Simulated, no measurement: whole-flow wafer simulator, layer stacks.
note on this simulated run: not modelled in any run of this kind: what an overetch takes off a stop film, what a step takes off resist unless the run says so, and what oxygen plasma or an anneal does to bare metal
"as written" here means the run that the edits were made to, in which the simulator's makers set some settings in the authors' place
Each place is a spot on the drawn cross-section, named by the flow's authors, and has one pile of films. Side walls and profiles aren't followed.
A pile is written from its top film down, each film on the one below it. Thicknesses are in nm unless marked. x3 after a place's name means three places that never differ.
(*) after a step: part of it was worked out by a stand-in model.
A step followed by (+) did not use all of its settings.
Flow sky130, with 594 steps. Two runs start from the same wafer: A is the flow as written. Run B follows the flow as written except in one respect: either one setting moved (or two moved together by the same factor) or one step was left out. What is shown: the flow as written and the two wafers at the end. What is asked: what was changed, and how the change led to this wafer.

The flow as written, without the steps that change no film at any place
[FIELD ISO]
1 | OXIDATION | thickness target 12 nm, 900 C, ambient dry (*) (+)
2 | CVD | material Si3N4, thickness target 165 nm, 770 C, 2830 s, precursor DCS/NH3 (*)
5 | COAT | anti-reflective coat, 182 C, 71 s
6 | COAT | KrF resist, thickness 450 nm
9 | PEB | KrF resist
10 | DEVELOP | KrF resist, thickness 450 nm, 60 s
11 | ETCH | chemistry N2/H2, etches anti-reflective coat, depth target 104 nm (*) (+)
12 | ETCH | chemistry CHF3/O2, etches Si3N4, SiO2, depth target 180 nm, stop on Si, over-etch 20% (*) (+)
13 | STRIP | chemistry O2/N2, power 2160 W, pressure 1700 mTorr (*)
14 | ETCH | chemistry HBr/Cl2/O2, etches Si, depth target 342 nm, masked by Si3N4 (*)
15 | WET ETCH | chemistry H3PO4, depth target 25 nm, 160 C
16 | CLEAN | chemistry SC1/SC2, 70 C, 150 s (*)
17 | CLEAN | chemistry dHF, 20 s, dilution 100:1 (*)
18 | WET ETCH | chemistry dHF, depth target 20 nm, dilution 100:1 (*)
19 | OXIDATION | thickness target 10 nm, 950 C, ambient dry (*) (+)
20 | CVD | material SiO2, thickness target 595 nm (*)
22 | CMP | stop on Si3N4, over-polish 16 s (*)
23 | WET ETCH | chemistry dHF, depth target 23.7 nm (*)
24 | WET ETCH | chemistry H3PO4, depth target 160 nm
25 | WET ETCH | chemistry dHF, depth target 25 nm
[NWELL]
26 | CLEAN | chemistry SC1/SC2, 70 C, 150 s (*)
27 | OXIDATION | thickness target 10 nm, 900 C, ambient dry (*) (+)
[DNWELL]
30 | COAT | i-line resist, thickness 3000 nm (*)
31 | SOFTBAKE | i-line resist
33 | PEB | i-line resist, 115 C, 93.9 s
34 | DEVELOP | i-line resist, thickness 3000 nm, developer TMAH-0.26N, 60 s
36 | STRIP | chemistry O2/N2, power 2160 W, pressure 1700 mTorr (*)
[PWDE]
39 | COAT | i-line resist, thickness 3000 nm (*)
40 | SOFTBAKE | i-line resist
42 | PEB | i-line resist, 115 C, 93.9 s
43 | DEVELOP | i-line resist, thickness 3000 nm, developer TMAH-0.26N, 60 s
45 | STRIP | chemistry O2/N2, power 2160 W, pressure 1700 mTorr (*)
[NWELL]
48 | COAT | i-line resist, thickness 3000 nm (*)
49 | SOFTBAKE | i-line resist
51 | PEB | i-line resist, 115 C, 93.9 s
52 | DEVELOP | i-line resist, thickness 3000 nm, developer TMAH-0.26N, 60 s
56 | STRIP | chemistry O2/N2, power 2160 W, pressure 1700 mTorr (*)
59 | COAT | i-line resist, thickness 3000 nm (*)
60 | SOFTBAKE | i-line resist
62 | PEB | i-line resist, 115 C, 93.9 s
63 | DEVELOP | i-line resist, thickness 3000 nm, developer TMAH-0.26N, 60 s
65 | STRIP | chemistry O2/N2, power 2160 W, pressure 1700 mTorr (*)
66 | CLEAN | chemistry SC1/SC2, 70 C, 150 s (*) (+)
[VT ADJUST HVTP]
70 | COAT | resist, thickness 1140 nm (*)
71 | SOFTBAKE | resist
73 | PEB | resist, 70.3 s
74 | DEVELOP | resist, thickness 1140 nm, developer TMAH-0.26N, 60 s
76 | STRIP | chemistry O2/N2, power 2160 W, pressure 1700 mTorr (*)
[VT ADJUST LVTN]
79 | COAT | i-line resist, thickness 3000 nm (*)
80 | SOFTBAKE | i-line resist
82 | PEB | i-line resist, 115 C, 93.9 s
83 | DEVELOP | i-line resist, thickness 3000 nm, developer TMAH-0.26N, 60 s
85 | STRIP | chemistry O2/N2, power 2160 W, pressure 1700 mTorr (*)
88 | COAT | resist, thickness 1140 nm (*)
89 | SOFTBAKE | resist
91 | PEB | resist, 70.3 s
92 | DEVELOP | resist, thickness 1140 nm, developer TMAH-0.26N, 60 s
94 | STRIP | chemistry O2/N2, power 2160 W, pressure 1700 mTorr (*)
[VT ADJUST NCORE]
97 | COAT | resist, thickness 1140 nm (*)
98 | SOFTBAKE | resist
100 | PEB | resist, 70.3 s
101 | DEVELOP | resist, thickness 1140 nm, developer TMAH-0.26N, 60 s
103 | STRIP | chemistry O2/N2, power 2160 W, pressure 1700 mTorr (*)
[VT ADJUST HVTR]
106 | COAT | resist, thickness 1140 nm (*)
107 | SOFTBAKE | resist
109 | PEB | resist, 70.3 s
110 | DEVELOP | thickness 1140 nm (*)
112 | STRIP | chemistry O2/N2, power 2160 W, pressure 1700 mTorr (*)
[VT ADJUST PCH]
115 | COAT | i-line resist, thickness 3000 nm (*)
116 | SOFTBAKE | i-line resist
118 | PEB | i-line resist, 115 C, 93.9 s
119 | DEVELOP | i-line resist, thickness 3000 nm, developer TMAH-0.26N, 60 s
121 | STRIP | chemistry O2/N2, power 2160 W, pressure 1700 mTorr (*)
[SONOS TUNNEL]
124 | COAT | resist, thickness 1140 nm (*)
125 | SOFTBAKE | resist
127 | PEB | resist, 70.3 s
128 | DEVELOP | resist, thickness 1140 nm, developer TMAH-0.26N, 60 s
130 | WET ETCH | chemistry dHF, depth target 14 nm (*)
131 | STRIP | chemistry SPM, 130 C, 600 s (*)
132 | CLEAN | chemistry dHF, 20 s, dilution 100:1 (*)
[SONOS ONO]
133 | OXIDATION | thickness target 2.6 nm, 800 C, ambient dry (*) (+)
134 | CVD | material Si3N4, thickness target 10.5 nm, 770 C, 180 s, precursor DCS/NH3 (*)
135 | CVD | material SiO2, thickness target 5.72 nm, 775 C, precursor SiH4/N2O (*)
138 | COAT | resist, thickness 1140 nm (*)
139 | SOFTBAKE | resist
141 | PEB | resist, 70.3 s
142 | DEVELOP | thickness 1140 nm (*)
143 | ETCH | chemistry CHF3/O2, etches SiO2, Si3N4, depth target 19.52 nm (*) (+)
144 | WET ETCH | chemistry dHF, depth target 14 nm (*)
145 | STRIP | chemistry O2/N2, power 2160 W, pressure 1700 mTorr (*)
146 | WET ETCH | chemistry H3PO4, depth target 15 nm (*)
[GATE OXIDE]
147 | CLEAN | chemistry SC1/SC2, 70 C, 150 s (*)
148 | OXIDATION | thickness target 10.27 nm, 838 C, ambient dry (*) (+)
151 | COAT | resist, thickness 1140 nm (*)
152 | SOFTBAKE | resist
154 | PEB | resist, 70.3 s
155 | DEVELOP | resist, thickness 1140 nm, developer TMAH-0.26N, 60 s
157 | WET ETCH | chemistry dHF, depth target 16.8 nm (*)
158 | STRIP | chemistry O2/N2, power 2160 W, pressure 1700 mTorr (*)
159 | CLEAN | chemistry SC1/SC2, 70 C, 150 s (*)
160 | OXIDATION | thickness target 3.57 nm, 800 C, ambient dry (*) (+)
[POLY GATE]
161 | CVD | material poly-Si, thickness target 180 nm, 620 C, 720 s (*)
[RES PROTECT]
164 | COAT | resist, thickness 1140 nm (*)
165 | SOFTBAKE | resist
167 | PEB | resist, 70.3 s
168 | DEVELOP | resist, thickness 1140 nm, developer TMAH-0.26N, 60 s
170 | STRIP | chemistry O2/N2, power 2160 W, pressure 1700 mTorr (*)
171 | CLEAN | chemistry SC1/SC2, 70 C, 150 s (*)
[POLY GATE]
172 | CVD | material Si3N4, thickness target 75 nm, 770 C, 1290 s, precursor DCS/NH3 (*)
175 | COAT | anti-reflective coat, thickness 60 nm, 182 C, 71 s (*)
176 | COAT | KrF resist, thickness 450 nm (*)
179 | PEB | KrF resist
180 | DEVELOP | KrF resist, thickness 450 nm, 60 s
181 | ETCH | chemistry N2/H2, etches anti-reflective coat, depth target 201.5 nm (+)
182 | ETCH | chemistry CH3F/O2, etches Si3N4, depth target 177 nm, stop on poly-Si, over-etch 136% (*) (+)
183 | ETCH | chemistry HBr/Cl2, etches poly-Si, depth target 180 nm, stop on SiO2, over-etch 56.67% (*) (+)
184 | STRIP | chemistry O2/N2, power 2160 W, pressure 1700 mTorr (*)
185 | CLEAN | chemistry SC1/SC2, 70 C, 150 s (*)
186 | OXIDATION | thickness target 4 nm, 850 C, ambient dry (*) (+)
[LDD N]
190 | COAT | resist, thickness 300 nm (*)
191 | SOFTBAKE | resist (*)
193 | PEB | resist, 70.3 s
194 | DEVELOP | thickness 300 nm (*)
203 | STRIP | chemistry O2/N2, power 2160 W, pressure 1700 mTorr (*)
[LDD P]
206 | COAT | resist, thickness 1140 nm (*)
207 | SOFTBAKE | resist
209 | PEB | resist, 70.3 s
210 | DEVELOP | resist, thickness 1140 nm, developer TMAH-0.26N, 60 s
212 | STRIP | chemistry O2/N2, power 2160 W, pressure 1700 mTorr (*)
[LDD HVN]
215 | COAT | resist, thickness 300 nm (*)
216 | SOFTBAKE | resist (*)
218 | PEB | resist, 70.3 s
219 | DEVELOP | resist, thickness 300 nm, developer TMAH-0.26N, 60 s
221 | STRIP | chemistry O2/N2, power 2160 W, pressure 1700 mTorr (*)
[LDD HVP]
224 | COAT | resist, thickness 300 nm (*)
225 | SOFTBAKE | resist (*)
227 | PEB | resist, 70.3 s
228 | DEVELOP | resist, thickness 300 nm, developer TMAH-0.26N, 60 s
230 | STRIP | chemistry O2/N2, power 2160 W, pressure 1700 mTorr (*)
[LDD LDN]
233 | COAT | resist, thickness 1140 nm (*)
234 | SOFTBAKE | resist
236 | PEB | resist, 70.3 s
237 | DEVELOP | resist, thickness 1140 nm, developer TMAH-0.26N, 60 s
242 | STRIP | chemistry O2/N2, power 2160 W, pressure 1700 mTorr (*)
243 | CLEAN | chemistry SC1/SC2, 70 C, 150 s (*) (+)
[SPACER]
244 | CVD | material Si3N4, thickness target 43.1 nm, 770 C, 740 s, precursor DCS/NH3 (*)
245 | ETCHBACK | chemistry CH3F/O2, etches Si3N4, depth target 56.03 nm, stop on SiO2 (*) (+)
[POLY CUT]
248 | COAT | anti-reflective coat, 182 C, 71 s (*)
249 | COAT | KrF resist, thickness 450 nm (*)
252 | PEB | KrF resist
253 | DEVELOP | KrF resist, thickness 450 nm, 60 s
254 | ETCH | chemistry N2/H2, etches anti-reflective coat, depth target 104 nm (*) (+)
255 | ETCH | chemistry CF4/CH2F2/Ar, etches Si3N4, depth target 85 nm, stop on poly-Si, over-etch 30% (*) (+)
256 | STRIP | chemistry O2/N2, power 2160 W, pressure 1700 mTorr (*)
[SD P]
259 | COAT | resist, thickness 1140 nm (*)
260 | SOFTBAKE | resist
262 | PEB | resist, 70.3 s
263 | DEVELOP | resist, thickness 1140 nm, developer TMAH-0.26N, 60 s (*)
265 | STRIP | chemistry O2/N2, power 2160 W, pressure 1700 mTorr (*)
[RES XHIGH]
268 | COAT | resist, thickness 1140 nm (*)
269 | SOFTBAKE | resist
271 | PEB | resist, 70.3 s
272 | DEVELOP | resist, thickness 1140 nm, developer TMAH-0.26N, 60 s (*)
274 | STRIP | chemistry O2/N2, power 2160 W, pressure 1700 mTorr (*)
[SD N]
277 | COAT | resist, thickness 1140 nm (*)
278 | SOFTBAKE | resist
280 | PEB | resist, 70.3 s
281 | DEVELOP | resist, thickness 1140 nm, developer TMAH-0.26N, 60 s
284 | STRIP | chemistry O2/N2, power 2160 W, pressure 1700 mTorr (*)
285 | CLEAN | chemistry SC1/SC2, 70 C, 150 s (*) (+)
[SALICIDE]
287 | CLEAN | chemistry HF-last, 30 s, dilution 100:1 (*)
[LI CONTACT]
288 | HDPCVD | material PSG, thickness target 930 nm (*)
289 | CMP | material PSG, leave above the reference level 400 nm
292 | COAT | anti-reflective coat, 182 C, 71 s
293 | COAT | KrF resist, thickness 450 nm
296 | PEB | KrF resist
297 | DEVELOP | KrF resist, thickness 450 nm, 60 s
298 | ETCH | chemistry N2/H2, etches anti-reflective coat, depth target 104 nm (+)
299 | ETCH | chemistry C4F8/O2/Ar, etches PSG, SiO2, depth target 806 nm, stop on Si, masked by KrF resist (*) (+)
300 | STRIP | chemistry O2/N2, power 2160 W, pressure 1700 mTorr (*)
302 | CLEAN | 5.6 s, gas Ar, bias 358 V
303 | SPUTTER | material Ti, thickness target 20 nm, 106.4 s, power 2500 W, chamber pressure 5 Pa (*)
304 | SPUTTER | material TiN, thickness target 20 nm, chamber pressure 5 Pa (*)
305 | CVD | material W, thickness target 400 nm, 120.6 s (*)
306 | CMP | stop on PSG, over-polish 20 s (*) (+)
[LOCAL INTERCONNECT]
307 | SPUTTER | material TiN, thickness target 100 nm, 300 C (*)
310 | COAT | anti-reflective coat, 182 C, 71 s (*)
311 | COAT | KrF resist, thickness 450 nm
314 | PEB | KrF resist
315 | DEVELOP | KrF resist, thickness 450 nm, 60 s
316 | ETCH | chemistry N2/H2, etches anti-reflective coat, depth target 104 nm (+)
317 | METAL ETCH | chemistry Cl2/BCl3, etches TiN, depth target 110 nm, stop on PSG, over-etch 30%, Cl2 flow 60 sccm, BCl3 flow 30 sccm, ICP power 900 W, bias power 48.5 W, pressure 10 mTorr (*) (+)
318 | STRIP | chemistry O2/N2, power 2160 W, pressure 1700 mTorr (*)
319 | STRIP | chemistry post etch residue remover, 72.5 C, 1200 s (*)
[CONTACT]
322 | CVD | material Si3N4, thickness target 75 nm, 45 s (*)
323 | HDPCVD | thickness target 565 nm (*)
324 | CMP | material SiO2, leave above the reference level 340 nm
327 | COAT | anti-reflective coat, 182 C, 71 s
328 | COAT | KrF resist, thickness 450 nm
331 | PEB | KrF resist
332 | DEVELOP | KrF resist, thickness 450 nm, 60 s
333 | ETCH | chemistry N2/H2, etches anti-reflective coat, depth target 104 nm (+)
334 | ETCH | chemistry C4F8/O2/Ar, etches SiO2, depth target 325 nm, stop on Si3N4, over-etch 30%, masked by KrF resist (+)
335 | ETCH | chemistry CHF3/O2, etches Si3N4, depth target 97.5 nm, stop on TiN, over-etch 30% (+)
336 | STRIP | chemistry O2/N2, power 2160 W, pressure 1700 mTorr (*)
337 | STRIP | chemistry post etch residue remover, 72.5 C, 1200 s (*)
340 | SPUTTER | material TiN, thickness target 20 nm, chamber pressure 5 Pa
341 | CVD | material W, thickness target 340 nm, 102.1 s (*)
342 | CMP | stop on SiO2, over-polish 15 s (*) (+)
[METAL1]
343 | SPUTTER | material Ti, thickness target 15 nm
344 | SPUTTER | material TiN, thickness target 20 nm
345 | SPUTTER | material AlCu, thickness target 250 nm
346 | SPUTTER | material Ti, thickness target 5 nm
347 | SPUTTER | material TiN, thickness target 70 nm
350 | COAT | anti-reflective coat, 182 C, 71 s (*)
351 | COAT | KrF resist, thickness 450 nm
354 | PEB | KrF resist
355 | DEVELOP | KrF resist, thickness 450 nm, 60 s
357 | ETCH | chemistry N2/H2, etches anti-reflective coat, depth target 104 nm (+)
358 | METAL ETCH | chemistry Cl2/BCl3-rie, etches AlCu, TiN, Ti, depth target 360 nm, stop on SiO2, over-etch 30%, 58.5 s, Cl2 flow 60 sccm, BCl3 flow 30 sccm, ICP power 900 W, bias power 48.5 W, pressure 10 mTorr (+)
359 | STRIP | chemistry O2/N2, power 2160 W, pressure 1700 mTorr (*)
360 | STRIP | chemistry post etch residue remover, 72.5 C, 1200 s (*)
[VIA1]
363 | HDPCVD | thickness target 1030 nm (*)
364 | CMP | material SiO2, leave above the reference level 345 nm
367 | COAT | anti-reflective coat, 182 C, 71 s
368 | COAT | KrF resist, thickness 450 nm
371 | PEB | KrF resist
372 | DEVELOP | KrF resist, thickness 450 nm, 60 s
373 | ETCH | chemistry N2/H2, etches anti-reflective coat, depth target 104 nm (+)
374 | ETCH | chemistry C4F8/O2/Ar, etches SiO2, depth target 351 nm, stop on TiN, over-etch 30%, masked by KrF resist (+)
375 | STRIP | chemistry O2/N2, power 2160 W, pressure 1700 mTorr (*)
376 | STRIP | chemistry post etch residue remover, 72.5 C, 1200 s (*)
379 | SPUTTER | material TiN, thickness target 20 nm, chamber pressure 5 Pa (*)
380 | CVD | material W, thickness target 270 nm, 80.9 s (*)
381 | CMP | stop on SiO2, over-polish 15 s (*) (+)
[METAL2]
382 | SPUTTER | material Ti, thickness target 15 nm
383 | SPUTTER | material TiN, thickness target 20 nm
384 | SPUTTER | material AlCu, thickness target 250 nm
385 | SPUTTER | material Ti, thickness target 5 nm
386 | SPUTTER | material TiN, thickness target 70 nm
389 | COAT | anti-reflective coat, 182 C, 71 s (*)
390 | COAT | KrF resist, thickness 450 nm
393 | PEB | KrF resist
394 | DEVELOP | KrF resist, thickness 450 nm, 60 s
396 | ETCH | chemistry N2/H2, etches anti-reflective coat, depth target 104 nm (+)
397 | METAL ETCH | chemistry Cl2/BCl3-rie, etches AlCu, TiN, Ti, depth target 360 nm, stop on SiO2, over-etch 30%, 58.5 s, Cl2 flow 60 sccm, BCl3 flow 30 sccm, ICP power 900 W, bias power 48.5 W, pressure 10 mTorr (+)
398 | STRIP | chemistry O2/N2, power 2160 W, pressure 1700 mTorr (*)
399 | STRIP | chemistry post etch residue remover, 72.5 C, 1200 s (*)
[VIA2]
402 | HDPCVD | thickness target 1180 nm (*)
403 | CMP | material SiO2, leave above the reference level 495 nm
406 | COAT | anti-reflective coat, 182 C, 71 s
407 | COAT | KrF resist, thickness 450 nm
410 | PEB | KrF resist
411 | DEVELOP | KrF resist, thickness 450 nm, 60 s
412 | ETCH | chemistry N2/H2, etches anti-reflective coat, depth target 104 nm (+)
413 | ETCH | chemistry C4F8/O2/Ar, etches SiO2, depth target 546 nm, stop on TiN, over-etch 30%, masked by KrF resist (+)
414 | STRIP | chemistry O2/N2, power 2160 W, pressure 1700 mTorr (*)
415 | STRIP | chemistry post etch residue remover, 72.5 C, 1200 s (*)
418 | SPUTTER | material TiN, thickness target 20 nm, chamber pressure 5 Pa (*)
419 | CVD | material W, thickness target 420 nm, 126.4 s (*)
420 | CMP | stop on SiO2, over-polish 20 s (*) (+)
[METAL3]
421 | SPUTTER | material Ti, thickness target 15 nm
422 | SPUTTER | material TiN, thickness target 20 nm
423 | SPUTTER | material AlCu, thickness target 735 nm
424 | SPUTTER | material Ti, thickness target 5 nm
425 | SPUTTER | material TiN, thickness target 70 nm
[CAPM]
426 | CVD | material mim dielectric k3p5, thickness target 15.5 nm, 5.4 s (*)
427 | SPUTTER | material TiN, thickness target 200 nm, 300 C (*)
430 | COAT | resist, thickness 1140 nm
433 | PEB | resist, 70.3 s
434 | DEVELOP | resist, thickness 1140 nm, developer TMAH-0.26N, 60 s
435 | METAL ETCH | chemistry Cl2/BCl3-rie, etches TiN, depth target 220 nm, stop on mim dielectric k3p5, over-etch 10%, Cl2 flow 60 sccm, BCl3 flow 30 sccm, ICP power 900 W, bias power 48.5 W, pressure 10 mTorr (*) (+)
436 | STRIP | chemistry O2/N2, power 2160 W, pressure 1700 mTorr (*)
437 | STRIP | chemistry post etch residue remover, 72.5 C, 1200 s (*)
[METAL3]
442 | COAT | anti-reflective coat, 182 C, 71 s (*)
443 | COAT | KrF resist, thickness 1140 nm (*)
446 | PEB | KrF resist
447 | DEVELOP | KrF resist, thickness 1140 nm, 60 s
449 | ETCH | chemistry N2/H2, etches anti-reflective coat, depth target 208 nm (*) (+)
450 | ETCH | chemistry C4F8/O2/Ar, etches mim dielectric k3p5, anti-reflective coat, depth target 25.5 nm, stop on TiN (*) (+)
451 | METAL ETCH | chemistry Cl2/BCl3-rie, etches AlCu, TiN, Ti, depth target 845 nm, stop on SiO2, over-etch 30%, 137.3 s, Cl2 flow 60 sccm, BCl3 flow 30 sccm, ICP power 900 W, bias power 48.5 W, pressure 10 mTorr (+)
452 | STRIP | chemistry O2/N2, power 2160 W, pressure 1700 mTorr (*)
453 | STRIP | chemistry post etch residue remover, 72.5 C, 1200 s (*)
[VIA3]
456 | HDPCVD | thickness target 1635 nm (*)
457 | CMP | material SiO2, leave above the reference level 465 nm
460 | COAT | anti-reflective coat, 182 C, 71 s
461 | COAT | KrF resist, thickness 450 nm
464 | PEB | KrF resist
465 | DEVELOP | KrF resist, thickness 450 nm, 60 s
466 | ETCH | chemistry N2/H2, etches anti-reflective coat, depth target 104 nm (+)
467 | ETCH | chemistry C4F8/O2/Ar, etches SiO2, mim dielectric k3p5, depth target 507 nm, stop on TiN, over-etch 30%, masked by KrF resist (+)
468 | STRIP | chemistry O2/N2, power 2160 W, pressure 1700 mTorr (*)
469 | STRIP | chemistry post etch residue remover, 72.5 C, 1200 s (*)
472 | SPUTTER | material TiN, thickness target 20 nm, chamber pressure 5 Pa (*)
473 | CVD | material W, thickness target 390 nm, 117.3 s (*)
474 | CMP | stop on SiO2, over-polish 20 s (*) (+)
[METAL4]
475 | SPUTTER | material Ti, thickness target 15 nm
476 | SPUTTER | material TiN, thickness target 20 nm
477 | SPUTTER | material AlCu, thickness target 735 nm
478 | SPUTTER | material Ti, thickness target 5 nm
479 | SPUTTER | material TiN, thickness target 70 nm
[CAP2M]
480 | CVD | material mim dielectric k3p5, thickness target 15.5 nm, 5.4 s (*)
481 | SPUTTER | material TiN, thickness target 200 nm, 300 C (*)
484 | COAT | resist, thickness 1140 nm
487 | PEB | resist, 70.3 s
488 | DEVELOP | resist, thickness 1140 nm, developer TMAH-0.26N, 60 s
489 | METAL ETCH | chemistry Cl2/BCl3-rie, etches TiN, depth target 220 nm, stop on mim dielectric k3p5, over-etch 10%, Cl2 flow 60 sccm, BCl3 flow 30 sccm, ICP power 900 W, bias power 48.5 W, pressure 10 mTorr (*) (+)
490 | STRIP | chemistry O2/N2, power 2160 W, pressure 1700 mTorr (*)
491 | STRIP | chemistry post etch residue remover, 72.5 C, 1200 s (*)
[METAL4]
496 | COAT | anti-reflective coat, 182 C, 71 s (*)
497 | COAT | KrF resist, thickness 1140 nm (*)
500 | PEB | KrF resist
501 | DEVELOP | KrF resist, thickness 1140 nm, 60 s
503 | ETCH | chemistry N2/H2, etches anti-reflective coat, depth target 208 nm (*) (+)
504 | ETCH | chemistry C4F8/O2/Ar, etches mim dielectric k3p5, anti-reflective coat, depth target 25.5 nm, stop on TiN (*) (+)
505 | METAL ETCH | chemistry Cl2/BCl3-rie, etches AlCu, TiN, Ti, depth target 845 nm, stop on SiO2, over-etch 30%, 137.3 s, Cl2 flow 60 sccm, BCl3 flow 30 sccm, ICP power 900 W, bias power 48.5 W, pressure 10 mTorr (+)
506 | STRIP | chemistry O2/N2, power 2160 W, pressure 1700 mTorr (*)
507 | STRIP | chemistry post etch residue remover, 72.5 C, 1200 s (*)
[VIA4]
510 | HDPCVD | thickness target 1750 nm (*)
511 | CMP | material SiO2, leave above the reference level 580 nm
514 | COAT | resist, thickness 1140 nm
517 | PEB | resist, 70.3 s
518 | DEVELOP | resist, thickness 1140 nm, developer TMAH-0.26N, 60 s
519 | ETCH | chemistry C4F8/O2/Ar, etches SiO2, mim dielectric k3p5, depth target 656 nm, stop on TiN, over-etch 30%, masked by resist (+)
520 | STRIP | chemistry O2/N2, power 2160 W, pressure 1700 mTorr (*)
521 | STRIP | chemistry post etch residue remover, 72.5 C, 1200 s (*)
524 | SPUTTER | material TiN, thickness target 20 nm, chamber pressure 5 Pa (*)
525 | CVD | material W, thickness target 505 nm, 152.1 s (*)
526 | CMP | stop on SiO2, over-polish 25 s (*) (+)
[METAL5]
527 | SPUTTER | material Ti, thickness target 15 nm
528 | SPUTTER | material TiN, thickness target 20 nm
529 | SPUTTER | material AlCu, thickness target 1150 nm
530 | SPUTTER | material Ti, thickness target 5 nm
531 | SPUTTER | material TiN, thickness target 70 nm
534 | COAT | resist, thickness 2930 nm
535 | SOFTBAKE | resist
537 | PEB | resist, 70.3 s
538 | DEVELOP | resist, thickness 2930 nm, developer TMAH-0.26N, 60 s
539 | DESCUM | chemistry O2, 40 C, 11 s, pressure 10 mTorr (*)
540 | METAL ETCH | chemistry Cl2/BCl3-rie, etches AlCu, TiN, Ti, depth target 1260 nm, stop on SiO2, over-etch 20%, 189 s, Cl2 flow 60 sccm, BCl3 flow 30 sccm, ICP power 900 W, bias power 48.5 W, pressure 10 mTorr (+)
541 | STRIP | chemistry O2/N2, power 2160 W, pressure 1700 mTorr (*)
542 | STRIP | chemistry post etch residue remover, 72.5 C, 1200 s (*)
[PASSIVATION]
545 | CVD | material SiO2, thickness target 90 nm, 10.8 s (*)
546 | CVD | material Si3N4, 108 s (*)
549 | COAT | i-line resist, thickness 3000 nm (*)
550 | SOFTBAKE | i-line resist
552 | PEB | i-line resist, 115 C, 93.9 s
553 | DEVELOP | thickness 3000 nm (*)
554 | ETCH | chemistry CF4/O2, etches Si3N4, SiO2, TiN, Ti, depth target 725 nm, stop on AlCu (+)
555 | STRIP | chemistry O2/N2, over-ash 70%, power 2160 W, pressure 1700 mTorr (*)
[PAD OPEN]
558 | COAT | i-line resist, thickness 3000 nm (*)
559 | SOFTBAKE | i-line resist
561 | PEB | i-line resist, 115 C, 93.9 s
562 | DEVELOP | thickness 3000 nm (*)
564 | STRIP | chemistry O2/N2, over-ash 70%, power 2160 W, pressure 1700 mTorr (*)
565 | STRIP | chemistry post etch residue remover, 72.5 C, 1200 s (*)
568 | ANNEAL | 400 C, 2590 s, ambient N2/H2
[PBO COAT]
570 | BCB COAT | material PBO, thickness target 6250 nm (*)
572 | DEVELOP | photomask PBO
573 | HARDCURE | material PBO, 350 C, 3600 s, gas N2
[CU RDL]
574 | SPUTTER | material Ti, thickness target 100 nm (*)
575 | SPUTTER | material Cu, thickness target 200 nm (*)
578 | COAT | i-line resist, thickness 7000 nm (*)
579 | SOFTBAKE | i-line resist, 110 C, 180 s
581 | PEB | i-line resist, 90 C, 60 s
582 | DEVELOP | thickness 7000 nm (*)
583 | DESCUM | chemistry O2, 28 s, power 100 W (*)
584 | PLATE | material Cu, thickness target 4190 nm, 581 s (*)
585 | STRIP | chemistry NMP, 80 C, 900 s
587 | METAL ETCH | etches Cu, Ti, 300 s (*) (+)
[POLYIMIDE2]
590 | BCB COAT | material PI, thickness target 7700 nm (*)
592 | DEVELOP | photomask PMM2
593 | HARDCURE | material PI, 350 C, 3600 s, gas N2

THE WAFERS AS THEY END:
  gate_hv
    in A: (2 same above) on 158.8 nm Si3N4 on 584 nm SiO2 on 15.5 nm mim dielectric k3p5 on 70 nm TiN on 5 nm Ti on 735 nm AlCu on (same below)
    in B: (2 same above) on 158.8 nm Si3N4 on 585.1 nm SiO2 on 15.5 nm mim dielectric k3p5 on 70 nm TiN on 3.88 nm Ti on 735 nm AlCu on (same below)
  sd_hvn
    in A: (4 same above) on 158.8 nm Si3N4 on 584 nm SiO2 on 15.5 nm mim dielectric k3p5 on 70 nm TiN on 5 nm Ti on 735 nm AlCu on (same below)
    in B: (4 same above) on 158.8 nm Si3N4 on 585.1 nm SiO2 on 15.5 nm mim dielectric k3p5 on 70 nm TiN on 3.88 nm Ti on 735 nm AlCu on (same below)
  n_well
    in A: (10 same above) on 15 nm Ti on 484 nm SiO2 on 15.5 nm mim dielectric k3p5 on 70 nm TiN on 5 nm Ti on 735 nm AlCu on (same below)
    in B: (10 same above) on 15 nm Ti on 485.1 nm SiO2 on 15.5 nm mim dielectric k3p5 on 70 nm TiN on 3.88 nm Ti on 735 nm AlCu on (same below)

The reason: step 478, SPUTTER: thickness target 3.88 nm was run, while the flow as written has thickness target 5 nm.
One can read it off the wafer: gate_hv has Ti 3.88, and step 478 as written asks for 5 nm.

How this came from the change, step by step:
  478 | SPUTTER | material Ti, thickness target 5 nm
      field, active, n_well and 189 more: A +5 Ti (new film) | B +3.88 Ti (new film)
  505 | METAL ETCH | chemistry Cl2/BCl3-rie, etches AlCu, TiN, Ti, depth target 845 nm, stop on SiO2, over-etch 30%, 137.3 s, Cl2 flow 60 sccm, BCl3 flow 30 sccm, ICP power 900 W, bias power 48.5 W, pressure 10 mTorr (+)
      field, gate, spacer and 68 more: A -70 TiN (all of it), -5 Ti (all of it), -735 AlCu (all of it), -20 TiN (all of it), -15 Ti (all of it), -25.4 SiO2 | B -70 TiN (all of it), -3.88 Ti (all of it), -735 AlCu (all of it), -20 TiN (all of it), -15 Ti (all of it), -25.5 SiO2
      active, vpp_iso1, mim_edge_plate and 14 more: A -70 TiN (all of it), -5 Ti (all of it), -735 AlCu (all of it), -20 TiN (all of it), -15 Ti (all of it), -25.3 SiO2 | B -70 TiN (all of it), -3.88 Ti (all of it), -735 AlCu (all of it), -20 TiN (all of it), -15 Ti (all of it), -25.5 SiO2
